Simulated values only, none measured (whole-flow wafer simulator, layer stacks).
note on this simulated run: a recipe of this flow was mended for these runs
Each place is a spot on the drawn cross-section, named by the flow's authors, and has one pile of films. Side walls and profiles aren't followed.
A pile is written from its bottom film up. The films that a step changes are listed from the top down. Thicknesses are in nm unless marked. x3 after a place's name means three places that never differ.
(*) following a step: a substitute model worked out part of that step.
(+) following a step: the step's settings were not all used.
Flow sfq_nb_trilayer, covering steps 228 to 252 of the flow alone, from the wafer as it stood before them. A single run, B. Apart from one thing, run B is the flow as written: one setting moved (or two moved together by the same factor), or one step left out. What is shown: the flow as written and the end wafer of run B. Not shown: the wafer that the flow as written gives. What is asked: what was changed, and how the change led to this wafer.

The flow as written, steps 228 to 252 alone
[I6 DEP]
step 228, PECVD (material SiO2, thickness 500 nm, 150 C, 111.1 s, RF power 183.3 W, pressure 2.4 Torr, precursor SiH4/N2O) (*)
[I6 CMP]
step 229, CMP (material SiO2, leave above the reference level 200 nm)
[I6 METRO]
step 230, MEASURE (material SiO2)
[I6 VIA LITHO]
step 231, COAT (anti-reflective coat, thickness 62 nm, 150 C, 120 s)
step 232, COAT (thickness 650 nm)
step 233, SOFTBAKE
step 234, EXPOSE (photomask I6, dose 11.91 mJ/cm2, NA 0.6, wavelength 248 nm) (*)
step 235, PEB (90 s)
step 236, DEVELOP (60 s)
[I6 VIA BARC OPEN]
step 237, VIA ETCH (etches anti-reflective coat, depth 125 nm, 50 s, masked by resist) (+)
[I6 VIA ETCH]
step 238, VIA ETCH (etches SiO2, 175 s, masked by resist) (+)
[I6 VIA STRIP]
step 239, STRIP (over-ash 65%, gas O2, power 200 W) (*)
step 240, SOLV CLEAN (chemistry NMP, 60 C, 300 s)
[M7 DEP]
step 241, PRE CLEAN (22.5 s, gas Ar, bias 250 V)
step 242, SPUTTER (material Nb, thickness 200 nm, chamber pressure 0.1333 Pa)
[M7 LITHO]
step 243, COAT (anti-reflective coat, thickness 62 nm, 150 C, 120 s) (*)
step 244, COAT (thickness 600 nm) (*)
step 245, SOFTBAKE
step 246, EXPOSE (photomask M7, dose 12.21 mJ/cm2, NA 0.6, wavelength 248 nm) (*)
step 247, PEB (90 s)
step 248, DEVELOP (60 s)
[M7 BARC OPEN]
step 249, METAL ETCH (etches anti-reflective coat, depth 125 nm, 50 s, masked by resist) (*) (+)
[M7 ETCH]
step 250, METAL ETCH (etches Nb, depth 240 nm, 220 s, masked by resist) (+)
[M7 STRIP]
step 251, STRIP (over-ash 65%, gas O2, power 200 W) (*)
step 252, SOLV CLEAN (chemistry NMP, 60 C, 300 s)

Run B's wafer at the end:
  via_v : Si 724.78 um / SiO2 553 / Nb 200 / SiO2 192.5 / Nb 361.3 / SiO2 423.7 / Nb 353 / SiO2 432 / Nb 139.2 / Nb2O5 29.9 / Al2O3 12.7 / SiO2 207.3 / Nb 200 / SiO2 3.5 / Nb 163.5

Cause: step 238, VIA ETCH: 127 s was run, while the flow as written has 175 s.

How this came from the change, step by step:
  step 238, VIA ETCH (etches SiO2, 175 s, masked by resist) (+)
      via_v: -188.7 SiO2 (as written it would have been: -199.7 SiO2 (all of it), -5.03 Nb)
      field_l, v_sur, via_wl and 102 more: -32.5 KrF-resist-other-grade (as written it would have been: -44.8 KrF-resist-other-grade)
  step 239, STRIP (over-ash 65%, gas O2, power 200 W) (*)
      field_l, v_sur, via_wl and 102 more: -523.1 KrF-resist-other-grade (all of it), -62 anti-reflective coat (all of it) (as written it would have been: -510.8 KrF-resist-other-grade (all of it), -62 anti-reflective coat (all of it))
  step 241, PRE CLEAN (22.5 s, gas Ar, bias 250 V)
      via_v: -7.5 SiO2 (as written it would have been: -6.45 Nb)
  step 242, SPUTTER (material Nb, thickness 200 nm, chamber pressure 0.1333 Pa)
      via_v: +163.5 Nb (new film) (as written it would have been: +159.9 Nb)
  step 243, COAT (anti-reflective coat, thickness 62 nm, 150 C, 120 s) (*)
      via_wr: +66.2 anti-reflective coat (new film) (as written it would have been: +68.5 anti-reflective coat (new film))
      via_sp: +38.8 anti-reflective coat (new film) (as written it would have been: +41.7 anti-reflective coat (new film))
      (as well as at 3 more places)
  step 251, STRIP (over-ash 65%, gas O2, power 200 W) (*)
      via_wr: -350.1 KrF-resist-other-grade (all of it), -66.2 anti-reflective coat (all of it) (as written it would have been: -348.3 KrF-resist-other-grade (all of it), -68.5 anti-reflective coat (all of it))
      via_sp: -366.5 KrF-resist-other-grade (all of it), -38.8 anti-reflective coat (all of it) (as written it would have been: -364.2 KrF-resist-other-grade (all of it), -41.7 anti-reflective coat (all of it))
      (as well as at 3 more places)
With metal films that touch counted as one body, via_v has 6 bodies (between them, from the top down: SiO2 3.5; SiO2 207.3 / Al2O3 12.7 / Nb2O5 29.9; SiO2 432; SiO2 423.7; SiO2 192.5); the flow as written gives 5 bodies (between them, from the top down: SiO2 207.3 / Al2O3 12.7 / Nb2O5 29.9; SiO2 432; SiO2 423.7; SiO2 192.5).
